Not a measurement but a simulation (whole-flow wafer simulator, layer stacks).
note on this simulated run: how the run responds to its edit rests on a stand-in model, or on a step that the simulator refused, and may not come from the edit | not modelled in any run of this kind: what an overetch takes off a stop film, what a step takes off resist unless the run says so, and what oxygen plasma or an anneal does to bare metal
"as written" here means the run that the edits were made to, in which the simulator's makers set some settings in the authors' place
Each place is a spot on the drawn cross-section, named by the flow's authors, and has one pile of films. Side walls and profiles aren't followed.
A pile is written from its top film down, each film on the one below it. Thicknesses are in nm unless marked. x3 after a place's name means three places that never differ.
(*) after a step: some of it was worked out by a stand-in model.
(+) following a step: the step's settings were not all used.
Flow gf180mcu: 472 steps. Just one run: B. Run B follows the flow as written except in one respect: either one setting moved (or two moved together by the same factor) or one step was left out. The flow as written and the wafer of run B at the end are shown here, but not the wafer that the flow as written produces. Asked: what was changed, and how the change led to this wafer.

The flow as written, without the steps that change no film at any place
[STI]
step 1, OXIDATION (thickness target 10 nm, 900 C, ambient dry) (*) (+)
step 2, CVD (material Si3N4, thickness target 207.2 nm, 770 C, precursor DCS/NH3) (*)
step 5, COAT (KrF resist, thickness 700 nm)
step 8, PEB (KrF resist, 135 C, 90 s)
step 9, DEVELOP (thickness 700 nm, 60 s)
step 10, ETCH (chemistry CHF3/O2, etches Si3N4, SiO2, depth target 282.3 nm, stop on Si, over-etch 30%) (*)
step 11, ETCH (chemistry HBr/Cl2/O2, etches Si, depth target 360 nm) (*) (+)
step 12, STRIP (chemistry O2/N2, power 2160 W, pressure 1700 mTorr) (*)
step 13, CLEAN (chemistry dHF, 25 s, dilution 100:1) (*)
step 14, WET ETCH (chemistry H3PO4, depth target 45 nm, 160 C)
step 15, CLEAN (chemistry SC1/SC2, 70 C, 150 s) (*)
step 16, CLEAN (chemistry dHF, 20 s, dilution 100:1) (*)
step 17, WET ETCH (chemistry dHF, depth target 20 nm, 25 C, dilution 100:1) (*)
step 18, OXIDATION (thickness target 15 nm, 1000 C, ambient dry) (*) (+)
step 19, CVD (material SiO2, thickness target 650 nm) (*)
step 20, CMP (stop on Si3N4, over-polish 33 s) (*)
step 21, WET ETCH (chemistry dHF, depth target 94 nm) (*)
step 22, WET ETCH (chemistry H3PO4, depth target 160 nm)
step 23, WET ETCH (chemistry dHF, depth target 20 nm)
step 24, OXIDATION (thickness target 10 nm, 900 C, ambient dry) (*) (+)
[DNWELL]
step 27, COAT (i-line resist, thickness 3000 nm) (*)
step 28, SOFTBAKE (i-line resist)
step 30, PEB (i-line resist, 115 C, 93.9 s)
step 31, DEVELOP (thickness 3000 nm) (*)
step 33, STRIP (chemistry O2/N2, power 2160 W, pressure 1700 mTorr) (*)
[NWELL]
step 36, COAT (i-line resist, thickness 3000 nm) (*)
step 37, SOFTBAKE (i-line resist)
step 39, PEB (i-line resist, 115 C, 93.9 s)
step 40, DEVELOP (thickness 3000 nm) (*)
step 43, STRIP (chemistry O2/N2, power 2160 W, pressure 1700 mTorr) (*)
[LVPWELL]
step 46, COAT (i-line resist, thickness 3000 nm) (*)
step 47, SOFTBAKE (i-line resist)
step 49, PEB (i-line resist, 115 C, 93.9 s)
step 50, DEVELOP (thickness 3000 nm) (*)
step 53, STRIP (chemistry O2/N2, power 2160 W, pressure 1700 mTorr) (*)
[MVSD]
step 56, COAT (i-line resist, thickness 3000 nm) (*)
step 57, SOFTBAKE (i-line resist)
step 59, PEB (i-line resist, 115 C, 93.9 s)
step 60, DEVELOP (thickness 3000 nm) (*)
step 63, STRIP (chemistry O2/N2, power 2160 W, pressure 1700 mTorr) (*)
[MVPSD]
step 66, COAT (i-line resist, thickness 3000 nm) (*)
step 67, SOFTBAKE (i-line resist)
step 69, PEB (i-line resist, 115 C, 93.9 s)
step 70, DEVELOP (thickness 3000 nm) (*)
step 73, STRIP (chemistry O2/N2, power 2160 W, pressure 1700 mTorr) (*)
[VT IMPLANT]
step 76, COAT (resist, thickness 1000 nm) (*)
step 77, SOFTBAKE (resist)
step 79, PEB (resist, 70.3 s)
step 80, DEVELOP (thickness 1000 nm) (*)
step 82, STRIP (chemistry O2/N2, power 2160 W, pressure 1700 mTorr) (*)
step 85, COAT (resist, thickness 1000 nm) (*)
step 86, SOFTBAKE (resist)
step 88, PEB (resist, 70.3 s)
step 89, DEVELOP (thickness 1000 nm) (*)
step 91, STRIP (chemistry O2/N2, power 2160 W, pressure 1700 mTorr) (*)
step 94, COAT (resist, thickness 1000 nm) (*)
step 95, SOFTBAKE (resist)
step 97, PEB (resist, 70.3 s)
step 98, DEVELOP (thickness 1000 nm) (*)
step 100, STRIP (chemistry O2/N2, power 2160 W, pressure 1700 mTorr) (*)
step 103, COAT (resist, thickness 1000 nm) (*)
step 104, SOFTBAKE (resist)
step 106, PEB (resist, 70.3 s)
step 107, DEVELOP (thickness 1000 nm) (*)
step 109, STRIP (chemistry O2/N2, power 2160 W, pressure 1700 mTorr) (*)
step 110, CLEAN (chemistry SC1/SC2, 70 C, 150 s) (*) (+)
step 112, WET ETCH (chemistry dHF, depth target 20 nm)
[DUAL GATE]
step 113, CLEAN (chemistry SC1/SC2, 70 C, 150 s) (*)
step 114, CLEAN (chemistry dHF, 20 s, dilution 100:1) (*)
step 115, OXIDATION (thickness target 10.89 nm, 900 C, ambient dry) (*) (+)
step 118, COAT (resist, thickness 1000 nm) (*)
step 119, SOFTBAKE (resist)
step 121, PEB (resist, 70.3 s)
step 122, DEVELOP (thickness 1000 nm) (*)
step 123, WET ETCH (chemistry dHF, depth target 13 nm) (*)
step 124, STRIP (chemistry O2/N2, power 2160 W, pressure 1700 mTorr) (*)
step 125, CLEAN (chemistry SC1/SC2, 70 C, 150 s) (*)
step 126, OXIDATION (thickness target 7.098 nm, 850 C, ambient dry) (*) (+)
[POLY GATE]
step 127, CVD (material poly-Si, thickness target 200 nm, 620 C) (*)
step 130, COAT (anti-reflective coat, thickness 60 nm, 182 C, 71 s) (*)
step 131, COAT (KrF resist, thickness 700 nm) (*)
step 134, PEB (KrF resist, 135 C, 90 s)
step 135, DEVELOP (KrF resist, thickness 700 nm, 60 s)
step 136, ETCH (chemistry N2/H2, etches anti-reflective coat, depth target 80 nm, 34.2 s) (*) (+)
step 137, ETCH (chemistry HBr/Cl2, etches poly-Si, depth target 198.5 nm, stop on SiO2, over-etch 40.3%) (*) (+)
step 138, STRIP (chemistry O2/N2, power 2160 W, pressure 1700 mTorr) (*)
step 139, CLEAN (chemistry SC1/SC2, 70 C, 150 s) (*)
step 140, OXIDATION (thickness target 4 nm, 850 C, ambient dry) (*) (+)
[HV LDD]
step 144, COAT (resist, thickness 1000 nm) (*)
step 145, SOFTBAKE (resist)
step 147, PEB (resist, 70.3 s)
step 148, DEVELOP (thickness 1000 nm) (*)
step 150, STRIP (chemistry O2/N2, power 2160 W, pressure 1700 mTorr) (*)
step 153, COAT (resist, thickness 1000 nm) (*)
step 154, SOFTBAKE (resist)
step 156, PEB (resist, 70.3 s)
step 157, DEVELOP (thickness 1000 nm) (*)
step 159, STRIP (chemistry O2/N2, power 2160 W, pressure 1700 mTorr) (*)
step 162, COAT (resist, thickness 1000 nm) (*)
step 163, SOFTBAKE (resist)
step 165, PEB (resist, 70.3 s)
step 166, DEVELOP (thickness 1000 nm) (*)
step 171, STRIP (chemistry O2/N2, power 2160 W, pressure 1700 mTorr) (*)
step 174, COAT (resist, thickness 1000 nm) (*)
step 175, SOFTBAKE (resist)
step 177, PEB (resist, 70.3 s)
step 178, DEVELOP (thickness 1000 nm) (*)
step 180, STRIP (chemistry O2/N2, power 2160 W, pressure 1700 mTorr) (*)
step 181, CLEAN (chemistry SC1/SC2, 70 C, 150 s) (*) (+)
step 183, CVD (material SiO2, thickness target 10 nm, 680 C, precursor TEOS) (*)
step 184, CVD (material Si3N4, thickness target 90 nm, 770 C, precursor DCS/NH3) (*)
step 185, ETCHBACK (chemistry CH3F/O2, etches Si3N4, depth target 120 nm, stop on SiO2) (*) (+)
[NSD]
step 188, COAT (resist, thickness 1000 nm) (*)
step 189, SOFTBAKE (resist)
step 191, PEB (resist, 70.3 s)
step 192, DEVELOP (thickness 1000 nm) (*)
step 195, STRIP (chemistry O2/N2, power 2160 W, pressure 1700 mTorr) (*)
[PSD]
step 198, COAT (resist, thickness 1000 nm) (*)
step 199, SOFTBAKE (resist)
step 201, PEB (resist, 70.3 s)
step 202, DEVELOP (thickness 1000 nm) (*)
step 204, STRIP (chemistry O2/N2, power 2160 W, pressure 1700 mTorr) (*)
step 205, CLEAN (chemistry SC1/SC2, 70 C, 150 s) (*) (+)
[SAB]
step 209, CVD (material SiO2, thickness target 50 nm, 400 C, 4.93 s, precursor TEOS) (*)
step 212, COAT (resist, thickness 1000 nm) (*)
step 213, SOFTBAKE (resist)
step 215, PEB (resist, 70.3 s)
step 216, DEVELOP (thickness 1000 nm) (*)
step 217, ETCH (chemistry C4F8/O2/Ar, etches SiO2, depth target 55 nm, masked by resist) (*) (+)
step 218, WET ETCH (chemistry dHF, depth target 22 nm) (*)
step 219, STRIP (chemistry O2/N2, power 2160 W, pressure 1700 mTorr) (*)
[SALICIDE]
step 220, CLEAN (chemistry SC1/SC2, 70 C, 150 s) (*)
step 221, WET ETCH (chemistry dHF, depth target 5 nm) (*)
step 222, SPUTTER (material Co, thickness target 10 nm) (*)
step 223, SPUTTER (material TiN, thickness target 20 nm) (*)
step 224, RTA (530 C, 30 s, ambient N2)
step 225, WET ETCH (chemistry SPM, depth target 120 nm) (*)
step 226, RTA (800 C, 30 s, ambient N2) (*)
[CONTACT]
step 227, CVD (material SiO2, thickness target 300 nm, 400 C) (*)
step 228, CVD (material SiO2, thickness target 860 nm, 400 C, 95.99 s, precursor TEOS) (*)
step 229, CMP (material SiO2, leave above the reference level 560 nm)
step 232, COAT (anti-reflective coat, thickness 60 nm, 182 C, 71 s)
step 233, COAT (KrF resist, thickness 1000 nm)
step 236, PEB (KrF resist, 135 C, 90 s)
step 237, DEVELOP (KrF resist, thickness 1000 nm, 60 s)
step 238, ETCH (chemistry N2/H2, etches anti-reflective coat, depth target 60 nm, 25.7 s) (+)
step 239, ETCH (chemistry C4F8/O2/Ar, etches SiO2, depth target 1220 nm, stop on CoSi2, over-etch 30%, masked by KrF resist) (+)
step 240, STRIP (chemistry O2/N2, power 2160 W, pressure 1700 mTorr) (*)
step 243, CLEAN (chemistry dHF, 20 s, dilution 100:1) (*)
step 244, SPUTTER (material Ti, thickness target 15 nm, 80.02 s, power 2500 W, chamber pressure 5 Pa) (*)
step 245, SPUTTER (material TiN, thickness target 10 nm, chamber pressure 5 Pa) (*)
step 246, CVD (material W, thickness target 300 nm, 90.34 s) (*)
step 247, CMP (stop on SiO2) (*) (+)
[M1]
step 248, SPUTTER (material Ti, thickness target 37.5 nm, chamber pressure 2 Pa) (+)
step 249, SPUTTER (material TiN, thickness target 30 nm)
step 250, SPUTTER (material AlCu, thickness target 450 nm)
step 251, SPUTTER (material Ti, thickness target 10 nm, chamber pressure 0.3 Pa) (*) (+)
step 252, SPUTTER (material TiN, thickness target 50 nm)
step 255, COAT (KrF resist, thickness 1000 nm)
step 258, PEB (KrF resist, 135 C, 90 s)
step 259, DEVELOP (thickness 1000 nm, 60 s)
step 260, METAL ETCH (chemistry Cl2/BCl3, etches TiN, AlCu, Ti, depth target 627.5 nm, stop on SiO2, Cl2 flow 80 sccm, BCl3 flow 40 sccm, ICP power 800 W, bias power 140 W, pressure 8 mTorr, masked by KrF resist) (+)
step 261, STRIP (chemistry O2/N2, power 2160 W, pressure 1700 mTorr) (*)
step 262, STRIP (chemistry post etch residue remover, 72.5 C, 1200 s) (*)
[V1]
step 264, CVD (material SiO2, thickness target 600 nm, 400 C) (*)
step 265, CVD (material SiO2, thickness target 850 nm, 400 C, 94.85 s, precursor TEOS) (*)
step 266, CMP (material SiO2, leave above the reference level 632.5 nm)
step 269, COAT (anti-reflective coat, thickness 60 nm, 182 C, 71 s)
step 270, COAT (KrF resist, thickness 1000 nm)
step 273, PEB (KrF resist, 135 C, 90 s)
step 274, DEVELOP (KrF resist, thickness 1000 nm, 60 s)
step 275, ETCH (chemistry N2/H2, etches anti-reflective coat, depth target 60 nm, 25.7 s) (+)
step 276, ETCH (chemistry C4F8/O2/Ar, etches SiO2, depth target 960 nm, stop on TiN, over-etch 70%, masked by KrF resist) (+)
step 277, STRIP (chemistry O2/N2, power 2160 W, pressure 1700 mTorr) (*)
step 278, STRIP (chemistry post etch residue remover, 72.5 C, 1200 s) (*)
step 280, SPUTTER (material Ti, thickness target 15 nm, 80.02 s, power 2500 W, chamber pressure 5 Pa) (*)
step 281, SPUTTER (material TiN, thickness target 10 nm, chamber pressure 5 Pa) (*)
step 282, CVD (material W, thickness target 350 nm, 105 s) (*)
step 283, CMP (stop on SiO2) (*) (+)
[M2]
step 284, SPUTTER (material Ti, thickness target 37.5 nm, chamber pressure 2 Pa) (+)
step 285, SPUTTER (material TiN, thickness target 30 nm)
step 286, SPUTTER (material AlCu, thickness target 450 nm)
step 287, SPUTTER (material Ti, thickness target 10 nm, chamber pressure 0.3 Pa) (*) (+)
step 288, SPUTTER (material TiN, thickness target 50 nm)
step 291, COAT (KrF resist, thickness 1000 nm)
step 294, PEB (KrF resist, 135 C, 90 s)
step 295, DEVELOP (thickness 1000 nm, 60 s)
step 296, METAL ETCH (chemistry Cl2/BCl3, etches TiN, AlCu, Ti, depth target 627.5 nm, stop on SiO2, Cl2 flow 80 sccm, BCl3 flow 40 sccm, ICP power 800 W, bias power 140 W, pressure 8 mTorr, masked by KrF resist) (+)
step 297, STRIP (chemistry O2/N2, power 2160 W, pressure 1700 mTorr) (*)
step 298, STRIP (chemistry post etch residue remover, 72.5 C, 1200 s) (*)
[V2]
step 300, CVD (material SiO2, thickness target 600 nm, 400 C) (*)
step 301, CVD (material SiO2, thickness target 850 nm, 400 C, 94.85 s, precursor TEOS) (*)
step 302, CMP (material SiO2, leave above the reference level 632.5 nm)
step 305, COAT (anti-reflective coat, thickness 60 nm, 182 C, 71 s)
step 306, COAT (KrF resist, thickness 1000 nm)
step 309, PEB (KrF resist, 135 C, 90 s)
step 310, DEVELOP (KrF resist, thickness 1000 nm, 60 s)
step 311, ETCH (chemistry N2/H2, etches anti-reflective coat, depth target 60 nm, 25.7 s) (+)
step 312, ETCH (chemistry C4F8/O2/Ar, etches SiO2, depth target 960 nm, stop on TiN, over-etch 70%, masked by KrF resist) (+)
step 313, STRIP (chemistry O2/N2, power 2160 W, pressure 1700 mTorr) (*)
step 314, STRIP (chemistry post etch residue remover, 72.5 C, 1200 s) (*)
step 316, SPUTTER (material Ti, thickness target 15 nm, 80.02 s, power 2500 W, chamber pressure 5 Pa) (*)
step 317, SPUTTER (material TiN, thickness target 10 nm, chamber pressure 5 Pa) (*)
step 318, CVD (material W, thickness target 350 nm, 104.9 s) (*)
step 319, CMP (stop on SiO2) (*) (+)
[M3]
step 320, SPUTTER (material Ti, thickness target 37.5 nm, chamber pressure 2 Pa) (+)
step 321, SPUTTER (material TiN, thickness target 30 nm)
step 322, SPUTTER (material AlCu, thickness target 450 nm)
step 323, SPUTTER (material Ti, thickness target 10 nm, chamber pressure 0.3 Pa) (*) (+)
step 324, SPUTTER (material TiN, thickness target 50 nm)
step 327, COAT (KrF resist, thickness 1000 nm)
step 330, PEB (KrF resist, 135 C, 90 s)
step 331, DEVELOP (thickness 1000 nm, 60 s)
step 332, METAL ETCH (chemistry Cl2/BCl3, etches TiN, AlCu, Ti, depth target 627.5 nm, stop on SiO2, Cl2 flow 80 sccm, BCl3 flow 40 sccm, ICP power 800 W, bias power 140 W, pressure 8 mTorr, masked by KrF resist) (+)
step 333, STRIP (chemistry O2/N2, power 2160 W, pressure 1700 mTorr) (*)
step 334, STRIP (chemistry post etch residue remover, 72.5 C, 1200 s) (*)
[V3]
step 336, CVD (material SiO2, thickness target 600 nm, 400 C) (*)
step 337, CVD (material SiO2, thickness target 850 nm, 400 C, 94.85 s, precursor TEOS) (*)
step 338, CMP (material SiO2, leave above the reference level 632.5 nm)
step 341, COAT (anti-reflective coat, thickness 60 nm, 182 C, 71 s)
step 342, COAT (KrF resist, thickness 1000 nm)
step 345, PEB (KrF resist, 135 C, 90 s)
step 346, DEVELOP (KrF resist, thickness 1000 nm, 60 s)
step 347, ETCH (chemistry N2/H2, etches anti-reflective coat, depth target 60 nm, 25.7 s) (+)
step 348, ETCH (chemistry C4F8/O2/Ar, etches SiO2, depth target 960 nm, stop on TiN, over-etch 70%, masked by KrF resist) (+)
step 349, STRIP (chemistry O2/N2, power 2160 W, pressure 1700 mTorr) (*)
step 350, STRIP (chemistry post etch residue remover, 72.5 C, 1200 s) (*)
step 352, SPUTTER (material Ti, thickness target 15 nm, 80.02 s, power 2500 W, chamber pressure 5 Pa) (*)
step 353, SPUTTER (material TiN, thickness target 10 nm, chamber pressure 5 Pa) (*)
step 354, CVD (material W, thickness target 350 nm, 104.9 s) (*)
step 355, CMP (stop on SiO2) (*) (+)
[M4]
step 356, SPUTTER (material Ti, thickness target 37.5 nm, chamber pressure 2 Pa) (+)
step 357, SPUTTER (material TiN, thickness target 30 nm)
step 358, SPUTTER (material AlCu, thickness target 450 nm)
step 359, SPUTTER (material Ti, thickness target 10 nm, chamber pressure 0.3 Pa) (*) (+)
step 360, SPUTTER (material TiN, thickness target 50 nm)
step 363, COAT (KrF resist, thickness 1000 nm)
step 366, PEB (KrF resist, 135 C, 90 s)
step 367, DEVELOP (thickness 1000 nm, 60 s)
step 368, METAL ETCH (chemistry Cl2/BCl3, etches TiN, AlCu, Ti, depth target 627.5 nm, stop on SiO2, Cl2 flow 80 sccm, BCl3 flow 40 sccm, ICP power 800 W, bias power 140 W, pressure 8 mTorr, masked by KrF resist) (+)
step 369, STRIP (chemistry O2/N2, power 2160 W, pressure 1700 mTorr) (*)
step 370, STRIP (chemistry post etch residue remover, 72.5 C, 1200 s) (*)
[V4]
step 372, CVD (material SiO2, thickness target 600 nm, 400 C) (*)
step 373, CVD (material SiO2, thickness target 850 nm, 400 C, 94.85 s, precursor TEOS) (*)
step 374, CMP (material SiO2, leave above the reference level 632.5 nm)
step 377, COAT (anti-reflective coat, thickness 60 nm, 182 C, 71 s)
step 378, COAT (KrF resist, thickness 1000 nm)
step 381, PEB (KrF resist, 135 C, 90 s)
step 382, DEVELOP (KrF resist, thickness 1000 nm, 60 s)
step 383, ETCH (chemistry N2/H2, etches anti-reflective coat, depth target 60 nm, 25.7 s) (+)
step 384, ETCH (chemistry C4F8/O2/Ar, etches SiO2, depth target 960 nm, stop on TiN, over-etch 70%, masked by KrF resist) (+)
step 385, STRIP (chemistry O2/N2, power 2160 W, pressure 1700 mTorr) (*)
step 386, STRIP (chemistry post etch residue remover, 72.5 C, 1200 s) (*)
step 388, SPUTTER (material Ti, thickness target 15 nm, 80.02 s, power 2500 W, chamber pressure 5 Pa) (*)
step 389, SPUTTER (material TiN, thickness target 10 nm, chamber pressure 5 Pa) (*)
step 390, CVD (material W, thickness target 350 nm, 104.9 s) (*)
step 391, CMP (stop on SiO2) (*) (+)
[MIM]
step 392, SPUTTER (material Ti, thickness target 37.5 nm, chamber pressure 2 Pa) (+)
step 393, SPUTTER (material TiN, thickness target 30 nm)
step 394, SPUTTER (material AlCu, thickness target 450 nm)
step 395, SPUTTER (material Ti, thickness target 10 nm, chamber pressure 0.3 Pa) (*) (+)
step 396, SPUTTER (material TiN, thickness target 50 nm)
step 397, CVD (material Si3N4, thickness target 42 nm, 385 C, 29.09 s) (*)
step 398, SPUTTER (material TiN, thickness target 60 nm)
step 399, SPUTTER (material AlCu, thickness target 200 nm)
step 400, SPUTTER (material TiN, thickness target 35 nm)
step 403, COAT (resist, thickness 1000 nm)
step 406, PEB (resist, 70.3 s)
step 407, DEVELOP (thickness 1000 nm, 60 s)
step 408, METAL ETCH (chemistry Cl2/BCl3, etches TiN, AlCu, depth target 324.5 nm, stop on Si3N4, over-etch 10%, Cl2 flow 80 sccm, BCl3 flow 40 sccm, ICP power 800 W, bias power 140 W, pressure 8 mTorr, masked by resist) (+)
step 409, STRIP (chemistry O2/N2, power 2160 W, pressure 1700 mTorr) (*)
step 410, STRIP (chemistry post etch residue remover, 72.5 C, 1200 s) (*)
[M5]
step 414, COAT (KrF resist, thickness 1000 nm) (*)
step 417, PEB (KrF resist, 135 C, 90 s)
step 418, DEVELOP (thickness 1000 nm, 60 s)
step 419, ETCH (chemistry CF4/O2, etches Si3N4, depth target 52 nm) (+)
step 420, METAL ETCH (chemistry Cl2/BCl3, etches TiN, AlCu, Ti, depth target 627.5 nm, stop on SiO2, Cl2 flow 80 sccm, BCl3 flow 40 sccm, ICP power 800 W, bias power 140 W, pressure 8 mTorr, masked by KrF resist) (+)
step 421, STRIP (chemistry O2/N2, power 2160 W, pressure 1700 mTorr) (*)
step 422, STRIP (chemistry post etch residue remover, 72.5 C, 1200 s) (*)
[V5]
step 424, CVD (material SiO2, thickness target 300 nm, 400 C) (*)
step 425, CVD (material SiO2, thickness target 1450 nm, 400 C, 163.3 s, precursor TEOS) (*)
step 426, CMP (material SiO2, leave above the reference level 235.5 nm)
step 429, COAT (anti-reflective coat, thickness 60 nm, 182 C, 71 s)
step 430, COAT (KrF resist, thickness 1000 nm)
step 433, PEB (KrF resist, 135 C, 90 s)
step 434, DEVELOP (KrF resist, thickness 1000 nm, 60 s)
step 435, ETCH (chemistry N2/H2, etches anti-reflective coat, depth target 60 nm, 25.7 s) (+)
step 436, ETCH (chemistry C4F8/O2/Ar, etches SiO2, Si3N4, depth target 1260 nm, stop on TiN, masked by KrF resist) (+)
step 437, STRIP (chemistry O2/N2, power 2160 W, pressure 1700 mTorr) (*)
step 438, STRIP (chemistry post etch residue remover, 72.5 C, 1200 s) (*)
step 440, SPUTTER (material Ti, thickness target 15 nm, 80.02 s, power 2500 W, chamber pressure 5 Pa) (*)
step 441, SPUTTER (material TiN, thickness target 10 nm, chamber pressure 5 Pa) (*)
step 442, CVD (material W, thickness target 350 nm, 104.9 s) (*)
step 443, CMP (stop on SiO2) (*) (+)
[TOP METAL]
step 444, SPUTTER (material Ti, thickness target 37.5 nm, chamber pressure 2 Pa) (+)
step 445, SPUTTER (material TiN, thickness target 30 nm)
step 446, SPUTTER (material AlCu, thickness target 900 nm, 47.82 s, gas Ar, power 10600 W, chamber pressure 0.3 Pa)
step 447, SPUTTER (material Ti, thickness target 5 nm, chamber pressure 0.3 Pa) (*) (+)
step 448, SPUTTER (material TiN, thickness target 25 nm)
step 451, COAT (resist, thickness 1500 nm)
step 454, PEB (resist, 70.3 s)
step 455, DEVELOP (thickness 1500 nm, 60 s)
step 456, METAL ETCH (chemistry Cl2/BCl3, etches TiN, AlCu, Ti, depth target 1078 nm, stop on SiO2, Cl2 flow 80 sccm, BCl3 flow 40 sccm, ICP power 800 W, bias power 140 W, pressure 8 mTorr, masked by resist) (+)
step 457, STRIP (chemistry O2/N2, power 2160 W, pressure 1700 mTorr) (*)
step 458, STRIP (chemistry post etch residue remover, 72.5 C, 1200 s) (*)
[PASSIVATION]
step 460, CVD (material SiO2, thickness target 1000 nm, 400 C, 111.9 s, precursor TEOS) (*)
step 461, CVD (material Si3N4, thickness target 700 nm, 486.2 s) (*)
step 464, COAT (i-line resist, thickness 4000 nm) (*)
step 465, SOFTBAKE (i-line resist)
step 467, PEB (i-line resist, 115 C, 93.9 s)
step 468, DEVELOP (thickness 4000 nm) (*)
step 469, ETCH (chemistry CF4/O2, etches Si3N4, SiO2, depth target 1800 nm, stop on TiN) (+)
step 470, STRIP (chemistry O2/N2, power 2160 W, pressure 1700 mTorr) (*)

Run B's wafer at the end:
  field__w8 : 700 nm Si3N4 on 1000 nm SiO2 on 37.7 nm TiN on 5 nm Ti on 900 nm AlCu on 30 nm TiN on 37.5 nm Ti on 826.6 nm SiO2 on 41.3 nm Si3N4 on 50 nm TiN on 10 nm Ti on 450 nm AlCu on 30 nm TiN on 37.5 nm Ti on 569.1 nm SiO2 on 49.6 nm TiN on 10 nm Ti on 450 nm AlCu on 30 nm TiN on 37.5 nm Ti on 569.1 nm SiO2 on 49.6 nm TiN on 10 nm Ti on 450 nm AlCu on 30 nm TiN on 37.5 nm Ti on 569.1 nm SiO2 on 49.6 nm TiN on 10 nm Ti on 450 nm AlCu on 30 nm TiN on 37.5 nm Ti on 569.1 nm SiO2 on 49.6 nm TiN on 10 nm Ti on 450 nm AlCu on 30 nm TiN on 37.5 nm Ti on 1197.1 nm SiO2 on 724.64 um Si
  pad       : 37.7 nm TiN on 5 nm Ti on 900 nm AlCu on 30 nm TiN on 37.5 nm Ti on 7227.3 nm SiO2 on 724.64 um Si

Cause: step 448, SPUTTER: thickness target 38.1 nm was run, while the flow as written has thickness target 25 nm.

How this came from the change, step by step:
  step 448, SPUTTER (material TiN, thickness target 25 nm)
      field, field__w1, field__w2 and 109 more: TiN gains 38.1 (new film) (it would be, as written: TiN gains 25 (new film))
  step 456, METAL ETCH (chemistry Cl2/BCl3, etches TiN, AlCu, Ti, depth target 1078 nm, stop on SiO2, Cl2 flow 80 sccm, BCl3 flow 40 sccm, ICP power 800 W, bias power 140 W, pressure 8 mTorr, masked by resist) (+)
      field, field__w1, field__w2 and 103 more: TiN loses 38.1 (all of it), Ti loses 5 (all of it), AlCu loses 900 (all of it), TiN loses 30 (all of it), Ti loses 37.5 (all of it) (it would be, as written: TiN loses 25 (all of it), Ti loses 5 (all of it), AlCu loses 900 (all of it), TiN loses 30 (all of it), Ti loses 37.5 (all of it))
  step 465, SOFTBAKE (i-line resist)
      gate: i-line resist loses 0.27 (it would be, as written: i-line resist gains 1.79)
      ld_acc_p, ld_fp_p, ld_drift_p: i-line resist gains 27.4 (it would be, as written: i-line resist gains 33.8)
      (as well as at 56 more places)
